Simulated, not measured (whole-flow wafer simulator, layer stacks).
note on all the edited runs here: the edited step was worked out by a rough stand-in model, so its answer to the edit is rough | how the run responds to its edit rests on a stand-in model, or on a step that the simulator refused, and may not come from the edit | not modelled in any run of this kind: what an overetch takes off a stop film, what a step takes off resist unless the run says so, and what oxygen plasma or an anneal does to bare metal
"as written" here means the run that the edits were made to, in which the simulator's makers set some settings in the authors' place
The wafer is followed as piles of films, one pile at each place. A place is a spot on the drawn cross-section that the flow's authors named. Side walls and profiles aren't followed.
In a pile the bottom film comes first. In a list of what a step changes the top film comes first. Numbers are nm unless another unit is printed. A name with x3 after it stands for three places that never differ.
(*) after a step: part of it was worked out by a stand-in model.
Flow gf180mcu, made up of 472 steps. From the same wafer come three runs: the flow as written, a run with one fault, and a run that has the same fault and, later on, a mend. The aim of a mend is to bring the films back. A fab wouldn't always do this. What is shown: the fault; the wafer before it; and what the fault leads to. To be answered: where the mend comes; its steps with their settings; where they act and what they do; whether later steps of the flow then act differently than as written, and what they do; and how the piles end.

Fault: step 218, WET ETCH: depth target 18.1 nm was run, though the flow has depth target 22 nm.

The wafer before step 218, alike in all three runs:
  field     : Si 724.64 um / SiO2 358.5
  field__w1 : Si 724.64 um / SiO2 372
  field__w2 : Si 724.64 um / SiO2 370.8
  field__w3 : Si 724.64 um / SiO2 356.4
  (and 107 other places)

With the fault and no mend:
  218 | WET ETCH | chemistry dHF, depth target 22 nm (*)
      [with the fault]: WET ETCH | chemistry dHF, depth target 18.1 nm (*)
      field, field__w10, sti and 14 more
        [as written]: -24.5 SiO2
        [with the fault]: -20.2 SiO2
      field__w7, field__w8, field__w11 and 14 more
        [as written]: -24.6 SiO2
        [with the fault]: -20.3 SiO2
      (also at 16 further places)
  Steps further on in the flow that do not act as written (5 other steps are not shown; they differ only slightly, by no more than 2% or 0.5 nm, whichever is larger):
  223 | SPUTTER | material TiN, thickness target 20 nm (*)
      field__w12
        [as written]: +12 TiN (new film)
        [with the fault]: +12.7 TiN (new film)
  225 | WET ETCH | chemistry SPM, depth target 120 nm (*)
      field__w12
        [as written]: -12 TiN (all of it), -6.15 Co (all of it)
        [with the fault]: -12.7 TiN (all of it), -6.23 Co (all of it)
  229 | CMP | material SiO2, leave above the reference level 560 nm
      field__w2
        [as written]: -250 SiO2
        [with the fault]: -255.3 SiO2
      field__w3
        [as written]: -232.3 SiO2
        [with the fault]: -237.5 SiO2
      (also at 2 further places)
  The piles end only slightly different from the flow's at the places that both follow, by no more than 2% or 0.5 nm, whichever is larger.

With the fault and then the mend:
  After step 218 comes the mend.
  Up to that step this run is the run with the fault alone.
  218a | WET ETCH | chemistry dHF, depth target 3.9 nm (*) (a further turn of the flow's step 218, with different settings)
      field, field__w1, field__w2 and 47 more
        -3.9 SiO2
  Later steps of the flow that are run all act as written at every place that is followed, up to a difference of at most 2% or 0.5 nm, whichever is larger.
  The piles end only slightly different from the flow's at the places that both follow, by no more than 2% or 0.5 nm, whichever is larger.
